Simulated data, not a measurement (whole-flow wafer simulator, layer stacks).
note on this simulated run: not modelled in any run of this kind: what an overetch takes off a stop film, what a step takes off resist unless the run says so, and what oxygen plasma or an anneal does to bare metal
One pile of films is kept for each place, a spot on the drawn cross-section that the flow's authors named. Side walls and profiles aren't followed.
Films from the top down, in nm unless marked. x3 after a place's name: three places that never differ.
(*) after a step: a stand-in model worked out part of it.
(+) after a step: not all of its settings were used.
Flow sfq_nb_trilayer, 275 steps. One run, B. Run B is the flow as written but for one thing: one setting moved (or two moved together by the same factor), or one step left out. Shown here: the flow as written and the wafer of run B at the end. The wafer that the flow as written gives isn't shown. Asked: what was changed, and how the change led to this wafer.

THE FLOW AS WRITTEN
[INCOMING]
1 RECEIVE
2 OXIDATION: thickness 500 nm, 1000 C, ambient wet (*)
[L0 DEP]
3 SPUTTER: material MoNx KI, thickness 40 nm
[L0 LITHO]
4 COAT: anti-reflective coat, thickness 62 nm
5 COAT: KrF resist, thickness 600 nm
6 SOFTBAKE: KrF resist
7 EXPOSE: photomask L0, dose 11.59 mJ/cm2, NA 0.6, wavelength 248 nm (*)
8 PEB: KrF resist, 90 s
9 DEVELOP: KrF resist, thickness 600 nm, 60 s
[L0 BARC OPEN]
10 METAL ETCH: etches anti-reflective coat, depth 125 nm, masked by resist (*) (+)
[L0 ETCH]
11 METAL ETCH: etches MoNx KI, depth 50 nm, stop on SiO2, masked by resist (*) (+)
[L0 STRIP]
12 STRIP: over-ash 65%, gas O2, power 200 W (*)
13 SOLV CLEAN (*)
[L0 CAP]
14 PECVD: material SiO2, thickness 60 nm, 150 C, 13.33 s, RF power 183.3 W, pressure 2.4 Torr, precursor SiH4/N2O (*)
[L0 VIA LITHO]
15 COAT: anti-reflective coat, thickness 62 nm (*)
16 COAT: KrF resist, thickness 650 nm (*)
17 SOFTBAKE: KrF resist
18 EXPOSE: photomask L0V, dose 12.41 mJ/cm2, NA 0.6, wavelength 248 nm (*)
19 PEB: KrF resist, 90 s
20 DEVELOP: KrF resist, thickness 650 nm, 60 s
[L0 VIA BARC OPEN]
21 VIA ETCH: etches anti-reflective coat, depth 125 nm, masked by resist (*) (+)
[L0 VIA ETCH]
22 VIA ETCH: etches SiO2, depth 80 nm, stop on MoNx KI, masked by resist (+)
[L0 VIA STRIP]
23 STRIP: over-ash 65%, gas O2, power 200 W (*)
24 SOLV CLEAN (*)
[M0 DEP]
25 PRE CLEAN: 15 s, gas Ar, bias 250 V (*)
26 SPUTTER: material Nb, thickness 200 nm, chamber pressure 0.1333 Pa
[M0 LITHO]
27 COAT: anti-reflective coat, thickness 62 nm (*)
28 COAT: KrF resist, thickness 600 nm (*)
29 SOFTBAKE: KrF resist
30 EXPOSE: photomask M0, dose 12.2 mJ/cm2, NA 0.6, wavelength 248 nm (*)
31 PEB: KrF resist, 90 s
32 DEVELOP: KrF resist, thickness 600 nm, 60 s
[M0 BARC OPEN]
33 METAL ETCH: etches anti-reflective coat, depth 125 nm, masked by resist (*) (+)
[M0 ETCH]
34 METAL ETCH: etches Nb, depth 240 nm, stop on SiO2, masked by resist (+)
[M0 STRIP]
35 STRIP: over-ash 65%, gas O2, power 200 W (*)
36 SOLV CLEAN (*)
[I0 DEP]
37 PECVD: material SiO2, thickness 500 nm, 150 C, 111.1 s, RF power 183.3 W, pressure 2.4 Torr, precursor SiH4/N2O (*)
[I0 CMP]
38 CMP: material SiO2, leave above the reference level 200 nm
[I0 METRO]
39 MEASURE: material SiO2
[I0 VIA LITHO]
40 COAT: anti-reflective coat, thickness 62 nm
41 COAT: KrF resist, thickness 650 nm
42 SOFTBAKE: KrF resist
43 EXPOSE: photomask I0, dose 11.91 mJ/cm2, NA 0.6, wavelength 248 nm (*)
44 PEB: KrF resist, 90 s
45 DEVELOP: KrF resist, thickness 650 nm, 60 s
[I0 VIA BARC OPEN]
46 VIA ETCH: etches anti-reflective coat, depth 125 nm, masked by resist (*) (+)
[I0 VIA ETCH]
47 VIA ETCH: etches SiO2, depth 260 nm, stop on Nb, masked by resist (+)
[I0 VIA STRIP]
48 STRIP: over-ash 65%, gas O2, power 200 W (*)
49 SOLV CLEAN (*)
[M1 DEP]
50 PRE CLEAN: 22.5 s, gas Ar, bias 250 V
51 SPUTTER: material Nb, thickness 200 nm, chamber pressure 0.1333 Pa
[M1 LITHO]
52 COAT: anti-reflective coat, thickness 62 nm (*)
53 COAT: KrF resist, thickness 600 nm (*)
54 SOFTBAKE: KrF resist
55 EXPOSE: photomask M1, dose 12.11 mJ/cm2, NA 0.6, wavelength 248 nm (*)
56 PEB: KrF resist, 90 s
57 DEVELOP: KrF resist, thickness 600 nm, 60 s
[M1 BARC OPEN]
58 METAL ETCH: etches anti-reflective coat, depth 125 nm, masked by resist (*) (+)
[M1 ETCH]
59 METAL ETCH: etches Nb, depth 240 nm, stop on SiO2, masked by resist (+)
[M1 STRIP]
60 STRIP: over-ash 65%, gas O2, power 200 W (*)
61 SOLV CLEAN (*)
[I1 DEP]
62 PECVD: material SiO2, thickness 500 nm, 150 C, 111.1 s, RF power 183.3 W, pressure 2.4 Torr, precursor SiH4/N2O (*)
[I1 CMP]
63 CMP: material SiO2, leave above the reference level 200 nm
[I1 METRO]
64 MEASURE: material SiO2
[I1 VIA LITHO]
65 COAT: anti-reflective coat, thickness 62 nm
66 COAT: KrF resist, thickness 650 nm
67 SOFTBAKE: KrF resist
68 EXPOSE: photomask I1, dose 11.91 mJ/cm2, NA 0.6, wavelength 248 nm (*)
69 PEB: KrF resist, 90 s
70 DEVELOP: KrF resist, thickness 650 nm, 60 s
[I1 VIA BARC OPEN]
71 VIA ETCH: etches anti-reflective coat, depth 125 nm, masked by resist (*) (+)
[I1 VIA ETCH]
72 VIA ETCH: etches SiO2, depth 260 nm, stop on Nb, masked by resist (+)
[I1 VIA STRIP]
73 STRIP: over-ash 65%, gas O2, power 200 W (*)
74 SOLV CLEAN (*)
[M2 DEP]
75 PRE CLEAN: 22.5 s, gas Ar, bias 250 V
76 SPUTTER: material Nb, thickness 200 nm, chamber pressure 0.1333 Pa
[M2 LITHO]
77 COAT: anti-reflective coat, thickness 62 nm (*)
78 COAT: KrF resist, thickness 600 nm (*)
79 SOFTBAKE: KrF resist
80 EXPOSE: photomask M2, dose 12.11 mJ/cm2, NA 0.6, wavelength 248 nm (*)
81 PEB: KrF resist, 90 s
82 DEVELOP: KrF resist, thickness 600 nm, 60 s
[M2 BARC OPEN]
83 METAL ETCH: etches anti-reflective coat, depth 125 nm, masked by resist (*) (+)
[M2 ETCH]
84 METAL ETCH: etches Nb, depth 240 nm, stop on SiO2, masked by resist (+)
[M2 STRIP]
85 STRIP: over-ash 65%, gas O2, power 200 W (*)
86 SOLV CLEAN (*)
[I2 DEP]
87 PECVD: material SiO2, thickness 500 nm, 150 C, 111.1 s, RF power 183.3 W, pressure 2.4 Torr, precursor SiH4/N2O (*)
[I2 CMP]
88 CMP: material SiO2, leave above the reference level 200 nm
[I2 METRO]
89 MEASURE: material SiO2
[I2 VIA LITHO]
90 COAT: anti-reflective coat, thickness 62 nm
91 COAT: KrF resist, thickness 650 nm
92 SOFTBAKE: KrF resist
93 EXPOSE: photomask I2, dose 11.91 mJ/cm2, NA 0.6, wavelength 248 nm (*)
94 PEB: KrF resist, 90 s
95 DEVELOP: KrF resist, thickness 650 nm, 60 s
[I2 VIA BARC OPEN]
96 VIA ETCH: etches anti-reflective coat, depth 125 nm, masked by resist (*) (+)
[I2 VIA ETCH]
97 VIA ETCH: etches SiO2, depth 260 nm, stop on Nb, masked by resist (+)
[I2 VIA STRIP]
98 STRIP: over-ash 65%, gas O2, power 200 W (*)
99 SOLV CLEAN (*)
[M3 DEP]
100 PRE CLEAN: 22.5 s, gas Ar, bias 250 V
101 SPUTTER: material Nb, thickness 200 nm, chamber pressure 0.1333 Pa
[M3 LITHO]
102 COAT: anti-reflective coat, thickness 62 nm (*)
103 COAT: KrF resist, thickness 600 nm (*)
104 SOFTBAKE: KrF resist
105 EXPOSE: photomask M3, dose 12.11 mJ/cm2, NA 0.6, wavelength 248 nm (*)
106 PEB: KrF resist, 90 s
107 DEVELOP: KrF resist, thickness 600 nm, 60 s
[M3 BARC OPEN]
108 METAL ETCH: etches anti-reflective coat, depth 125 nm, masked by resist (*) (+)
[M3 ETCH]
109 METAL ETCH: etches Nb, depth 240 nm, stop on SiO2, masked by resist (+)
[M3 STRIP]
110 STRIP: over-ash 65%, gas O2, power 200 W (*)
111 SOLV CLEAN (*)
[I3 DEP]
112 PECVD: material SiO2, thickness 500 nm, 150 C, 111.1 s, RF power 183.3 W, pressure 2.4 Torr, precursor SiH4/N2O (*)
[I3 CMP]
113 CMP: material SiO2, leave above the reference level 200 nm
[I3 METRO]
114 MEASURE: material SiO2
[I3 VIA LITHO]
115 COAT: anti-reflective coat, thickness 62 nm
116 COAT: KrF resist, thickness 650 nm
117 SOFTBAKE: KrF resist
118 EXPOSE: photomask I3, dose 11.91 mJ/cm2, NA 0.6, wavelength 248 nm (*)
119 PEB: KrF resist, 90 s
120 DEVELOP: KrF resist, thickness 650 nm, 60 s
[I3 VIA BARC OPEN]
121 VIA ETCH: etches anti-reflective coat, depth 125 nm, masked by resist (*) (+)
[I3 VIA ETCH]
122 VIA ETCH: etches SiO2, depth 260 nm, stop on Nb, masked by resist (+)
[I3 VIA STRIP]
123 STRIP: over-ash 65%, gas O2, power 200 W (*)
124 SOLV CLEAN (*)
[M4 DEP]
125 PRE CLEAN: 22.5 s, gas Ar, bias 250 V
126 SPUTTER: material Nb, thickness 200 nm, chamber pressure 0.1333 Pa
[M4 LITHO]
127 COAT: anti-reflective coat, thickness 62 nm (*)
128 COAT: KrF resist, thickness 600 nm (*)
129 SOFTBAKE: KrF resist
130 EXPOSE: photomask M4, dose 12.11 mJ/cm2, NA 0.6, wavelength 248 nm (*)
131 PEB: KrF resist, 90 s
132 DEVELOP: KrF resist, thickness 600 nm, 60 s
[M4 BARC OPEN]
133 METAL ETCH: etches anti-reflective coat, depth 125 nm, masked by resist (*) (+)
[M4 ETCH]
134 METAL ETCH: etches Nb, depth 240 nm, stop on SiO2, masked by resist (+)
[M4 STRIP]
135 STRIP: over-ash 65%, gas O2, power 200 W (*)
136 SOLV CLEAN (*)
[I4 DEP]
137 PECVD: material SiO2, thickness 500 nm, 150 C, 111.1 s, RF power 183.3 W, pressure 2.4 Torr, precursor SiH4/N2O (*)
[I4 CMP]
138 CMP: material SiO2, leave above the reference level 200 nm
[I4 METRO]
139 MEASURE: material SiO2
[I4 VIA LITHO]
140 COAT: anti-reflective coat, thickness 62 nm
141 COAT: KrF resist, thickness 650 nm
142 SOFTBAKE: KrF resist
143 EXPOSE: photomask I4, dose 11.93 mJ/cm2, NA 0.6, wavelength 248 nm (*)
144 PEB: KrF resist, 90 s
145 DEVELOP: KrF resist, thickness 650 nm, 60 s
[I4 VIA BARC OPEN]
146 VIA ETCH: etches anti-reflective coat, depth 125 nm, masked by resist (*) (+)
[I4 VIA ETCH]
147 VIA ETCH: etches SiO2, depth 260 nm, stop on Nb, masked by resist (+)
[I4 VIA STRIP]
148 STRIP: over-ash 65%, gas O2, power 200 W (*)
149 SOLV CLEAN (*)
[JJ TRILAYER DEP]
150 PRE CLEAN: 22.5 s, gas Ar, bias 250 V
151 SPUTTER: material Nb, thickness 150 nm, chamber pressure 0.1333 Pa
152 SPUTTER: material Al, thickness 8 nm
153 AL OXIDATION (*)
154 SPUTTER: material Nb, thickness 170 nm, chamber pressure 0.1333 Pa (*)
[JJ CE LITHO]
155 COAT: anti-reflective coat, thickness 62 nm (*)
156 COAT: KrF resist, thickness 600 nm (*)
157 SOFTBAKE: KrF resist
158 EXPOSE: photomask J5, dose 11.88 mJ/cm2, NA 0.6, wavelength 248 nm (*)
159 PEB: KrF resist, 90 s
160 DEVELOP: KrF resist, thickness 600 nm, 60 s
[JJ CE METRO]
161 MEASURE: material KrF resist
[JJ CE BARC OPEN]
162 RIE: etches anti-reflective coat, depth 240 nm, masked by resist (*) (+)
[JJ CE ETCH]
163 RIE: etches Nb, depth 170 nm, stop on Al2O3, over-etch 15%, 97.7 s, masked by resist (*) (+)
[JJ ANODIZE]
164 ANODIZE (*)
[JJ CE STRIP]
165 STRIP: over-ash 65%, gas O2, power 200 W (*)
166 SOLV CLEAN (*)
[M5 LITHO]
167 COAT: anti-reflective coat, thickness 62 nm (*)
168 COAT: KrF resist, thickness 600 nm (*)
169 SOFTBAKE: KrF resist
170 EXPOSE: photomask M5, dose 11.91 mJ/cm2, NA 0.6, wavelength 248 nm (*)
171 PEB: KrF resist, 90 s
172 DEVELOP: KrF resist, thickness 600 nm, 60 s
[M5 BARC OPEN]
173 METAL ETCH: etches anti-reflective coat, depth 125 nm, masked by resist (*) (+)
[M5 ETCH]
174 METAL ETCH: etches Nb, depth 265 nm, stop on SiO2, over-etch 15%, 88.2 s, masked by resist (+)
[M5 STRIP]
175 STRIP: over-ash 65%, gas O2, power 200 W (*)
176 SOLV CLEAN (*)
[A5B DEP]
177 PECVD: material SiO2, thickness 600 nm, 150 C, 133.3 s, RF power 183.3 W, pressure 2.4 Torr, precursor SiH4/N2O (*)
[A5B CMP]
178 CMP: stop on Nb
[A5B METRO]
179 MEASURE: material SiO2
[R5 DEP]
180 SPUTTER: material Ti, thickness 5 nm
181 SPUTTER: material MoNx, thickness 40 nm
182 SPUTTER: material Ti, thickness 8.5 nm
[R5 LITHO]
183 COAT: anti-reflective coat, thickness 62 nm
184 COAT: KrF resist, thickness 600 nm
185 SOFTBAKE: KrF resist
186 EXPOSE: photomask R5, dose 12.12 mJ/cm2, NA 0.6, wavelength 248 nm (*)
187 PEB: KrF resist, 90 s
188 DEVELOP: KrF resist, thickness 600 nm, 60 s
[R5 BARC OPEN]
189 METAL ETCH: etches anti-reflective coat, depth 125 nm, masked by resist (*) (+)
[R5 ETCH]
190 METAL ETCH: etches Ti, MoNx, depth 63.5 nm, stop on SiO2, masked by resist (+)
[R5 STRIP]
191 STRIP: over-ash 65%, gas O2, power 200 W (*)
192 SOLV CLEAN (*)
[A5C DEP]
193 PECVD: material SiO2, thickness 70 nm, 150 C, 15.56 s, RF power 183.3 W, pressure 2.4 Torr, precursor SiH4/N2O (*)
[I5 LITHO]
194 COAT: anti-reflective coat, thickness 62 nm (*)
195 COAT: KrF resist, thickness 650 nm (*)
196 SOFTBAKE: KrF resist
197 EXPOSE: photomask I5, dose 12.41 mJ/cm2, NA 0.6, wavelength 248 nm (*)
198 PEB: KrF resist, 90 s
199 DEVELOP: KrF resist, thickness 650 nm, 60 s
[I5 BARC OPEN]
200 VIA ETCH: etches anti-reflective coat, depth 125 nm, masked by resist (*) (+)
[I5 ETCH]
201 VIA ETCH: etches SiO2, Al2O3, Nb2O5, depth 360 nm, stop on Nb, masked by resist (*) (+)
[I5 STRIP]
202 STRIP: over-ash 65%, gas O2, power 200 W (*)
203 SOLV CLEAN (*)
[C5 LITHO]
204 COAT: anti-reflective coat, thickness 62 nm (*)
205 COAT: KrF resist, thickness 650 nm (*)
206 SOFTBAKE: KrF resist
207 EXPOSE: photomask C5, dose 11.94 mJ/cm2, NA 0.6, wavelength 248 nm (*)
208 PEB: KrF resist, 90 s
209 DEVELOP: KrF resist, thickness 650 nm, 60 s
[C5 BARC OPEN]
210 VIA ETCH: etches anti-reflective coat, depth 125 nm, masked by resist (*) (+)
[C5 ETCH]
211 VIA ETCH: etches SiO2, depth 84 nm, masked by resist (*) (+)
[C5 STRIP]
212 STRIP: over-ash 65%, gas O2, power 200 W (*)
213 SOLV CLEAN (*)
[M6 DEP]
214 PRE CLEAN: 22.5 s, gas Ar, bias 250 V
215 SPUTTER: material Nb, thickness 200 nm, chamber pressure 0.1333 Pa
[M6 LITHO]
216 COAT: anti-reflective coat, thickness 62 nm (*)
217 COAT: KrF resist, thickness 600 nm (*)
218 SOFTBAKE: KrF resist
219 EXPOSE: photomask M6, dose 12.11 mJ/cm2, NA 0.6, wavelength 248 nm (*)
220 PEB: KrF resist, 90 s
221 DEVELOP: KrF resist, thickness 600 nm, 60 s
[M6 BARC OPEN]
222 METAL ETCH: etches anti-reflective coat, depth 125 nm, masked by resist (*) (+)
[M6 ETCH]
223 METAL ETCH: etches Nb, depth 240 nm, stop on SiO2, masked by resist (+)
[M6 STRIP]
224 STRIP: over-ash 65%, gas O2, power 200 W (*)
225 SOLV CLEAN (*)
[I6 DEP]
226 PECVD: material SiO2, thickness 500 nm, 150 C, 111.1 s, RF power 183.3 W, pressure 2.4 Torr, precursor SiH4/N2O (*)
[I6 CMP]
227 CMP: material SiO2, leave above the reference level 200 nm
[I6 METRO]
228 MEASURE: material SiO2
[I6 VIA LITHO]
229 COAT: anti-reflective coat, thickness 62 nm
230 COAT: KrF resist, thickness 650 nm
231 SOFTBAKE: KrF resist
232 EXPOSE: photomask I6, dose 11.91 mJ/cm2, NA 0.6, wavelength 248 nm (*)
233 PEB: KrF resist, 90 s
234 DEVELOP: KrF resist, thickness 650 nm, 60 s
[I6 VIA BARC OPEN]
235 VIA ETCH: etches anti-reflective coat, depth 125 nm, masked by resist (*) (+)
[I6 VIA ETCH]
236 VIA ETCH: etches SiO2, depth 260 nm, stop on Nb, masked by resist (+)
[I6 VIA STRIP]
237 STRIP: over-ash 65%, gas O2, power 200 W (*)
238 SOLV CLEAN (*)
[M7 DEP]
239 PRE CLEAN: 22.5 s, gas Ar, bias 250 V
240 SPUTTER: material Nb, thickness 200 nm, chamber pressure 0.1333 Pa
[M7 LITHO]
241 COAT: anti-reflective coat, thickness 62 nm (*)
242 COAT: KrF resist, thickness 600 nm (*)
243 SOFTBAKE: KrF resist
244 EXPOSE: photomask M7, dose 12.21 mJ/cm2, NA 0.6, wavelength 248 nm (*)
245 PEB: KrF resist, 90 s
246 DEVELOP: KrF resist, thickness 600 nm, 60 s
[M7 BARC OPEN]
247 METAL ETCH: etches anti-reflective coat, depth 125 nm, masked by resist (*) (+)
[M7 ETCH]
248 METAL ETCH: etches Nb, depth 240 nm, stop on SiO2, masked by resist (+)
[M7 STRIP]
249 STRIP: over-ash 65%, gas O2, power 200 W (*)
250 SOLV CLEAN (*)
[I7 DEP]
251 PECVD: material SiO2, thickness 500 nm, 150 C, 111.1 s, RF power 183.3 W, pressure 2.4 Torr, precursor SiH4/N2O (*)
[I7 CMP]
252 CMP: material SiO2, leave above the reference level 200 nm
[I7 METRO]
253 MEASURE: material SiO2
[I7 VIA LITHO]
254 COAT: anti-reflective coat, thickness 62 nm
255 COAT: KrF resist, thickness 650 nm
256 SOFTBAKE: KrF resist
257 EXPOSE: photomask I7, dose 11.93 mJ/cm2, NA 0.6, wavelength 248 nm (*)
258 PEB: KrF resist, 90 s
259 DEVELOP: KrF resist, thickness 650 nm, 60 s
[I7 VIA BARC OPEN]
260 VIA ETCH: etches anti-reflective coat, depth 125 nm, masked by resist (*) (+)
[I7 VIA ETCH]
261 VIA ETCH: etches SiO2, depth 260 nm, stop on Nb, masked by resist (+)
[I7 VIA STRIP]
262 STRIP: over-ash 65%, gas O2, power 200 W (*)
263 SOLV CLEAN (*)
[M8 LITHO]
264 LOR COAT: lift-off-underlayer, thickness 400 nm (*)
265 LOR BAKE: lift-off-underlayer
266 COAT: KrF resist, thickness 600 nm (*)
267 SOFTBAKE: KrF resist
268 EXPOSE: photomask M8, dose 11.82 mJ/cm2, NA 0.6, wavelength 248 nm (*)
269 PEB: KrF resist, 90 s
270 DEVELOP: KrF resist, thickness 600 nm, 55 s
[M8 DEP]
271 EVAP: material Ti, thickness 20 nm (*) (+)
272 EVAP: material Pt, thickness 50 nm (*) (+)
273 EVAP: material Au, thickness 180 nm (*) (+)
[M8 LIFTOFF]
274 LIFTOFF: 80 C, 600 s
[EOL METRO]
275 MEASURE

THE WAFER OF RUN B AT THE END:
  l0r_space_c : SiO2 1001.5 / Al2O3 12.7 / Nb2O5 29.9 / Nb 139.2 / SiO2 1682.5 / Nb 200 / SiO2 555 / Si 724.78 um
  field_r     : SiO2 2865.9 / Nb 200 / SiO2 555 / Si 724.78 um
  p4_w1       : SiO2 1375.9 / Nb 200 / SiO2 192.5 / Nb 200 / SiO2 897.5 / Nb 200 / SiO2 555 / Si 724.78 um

The cause: step 38, CMP: leave above the reference level 120 nm was run, where the flow has leave above the reference level 200 nm.

How the change led to this, step by step:
  38 CMP: material SiO2, leave above the reference level 200 nm
      v_sur, via_wl, via_w and 94 more: SiO2 -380 (as written it would be: SiO2 -300)
      field_l, l0_sur, l0r_line_l, l0r_line_c, l0r_line_r: SiO2 -420 (as written it would be: SiO2 -340)
      (and at 4 more places)
  47 VIA ETCH: etches SiO2, depth 260 nm, stop on Nb, masked by resist (+)
      field_l, v_sur, via_wl and 102 more: KrF resist -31 (as written it would be: KrF resist -44.8)
      via_w: SiO2 -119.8 (all of it) (as written it would be: SiO2 -199.8 (all of it))
  48 STRIP: over-ash 65%, gas O2, power 200 W (*)
      field_l, v_sur, via_wl and 102 more: KrF resist -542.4 (all of it), anti-reflective coat -62 (all of it) (as written it would be: KrF resist -528.6 (all of it), anti-reflective coat -62 (all of it))
  51 SPUTTER: material Nb, thickness 200 nm, chamber pressure 0.1333 Pa
      via_w: Nb +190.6 (as written it would be: Nb +174.5)
  52 COAT: anti-reflective coat, thickness 62 nm (*)
      via_wl: anti-reflective coat +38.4 (new film) (as written it would be: anti-reflective coat +33.8 (new film))
      via_w: anti-reflective coat +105 (new film) (as written it would be: anti-reflective coat +123.1 (new film))
      (and at 1 more place)
  53 COAT: KrF resist, thickness 600 nm (*)
      via_w: KrF resist +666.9 (new film) (as written it would be: KrF resist +731.8 (new film))
  60 STRIP: over-ash 65%, gas O2, power 200 W (*)
      v_sur: KrF resist -373.4 (all of it), anti-reflective coat -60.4 (all of it) (as written it would be: KrF resist -365.9 (all of it), anti-reflective coat -61.1 (all of it))
      via_wl: KrF resist -391 (all of it), anti-reflective coat -38.4 (all of it) (as written it would be: KrF resist -385.5 (all of it), anti-reflective coat -33.8 (all of it))
      (and at 2 more places)
  62 PECVD: material SiO2, thickness 500 nm, 150 C, 111.1 s, RF power 183.3 W, pressure 2.4 Torr, precursor SiH4/N2O (*)
      via_w: SiO2 +500 (new film) (as written it would be: SiO2 +606 (new film))
  63 CMP: material SiO2, leave above the reference level 200 nm
      via_w: SiO2 -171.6 (as written it would be: SiO2 -181.6)
